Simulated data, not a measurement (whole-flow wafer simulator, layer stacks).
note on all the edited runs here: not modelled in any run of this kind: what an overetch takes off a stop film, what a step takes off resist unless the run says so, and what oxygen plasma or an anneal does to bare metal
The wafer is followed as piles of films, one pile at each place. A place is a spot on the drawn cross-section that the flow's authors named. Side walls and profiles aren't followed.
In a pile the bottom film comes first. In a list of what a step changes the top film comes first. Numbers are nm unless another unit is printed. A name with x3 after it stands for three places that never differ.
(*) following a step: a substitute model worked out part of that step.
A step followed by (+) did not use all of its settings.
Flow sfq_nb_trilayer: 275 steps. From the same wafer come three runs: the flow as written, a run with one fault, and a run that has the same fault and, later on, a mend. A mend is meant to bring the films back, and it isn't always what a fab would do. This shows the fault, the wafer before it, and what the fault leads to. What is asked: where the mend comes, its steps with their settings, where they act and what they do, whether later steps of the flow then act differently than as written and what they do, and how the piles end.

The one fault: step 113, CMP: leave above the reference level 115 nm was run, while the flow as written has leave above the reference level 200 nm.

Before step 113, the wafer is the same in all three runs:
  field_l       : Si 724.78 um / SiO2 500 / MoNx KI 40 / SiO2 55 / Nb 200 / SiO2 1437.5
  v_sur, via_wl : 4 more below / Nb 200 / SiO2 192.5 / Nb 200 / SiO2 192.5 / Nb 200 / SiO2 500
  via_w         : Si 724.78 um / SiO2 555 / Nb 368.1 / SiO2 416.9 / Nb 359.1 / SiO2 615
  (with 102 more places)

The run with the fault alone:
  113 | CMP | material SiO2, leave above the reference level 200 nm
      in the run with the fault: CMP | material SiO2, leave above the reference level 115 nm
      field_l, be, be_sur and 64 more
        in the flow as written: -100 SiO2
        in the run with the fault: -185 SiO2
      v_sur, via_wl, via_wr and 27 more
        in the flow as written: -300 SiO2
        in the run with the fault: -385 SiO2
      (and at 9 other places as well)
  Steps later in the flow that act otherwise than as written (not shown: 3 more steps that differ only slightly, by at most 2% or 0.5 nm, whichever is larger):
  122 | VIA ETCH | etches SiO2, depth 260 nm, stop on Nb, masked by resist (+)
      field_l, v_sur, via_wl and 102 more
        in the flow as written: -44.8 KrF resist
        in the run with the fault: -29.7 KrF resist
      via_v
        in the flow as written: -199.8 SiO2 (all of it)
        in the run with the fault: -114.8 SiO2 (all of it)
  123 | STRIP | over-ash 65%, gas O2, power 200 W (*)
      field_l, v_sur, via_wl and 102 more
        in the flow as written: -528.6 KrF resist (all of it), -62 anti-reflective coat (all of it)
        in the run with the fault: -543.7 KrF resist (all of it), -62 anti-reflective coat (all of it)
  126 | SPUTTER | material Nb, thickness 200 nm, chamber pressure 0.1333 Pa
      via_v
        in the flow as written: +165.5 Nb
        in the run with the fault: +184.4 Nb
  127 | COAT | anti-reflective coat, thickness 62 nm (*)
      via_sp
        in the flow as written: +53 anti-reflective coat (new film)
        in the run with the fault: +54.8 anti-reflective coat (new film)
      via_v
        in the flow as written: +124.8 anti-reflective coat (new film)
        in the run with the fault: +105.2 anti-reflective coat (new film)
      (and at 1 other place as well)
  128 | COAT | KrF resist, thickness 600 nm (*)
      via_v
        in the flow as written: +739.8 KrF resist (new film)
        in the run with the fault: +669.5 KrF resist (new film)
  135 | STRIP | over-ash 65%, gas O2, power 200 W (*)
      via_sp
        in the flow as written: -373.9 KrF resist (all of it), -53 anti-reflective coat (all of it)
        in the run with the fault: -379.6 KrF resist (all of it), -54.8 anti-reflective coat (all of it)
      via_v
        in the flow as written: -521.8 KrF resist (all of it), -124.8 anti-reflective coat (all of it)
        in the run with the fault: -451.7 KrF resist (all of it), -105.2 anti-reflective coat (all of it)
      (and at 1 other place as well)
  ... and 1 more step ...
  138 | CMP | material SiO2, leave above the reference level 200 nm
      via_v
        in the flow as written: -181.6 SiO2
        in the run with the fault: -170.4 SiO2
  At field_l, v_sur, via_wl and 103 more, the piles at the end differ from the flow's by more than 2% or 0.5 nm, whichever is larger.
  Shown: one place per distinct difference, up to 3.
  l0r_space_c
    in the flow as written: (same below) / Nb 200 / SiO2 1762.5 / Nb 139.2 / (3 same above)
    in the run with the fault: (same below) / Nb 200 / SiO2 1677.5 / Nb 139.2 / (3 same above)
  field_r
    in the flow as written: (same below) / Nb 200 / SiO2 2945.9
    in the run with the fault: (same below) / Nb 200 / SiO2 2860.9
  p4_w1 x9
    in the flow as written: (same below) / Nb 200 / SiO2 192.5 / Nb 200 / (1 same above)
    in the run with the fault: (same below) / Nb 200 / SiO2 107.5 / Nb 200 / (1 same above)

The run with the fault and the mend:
  The mend follows step 120.
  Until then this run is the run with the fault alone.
  120a | STRIP | over-ash 65%, gas O2, power 200 W (*)
      field_l, v_sur, via_wl and 102 more
        -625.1 KrF resist (all of it), -62 anti-reflective coat (all of it)
      via_v
        -62 anti-reflective coat (all of it)
  120b | PECVD | material SiO2, thickness 85 nm, 150 C, 18.89 s, RF power 183.3 W, pressure 2.4 Torr, precursor SiH4/N2O (the flow's step 112, run once more with other settings)
      field_l, v_sur, via_wl and 103 more
        +85 SiO2
  120c | COAT | anti-reflective coat, thickness 62 nm (the flow's step 115, run once more)
      field_l, v_sur, via_wl and 103 more
        +62 anti-reflective coat (new film)
  120d | COAT | KrF resist, thickness 650 nm (the flow's step 116, run once more)
      field_l, v_sur, via_wl and 103 more
        +650 KrF resist (new film)
  120e | SOFTBAKE | KrF resist (the flow's step 117, run once more)
      alters no film at any place that is followed
  120f | EXPOSE | photomask I3, dose 11.91 mJ/cm2, NA 0.6, wavelength 248 nm (*) (the flow's step 118, run once more)
      alters no film at any place that is followed
  120g | PEB | KrF resist, 90 s (the flow's step 119, run once more)
      field_l, v_sur, via_wl and 103 more
        -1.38 KrF resist
  120h | DEVELOP | KrF resist, thickness 650 nm, 60 s (the flow's step 120, run once more)
      field_l, v_sur, via_wl and 102 more
        -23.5 KrF resist
      via_v
        -648.6 KrF resist (all of it)
  None of the later steps of the flow acts differently than as written at any place that is followed.
  By the end, the piles equal the flow's at every place that both follow.
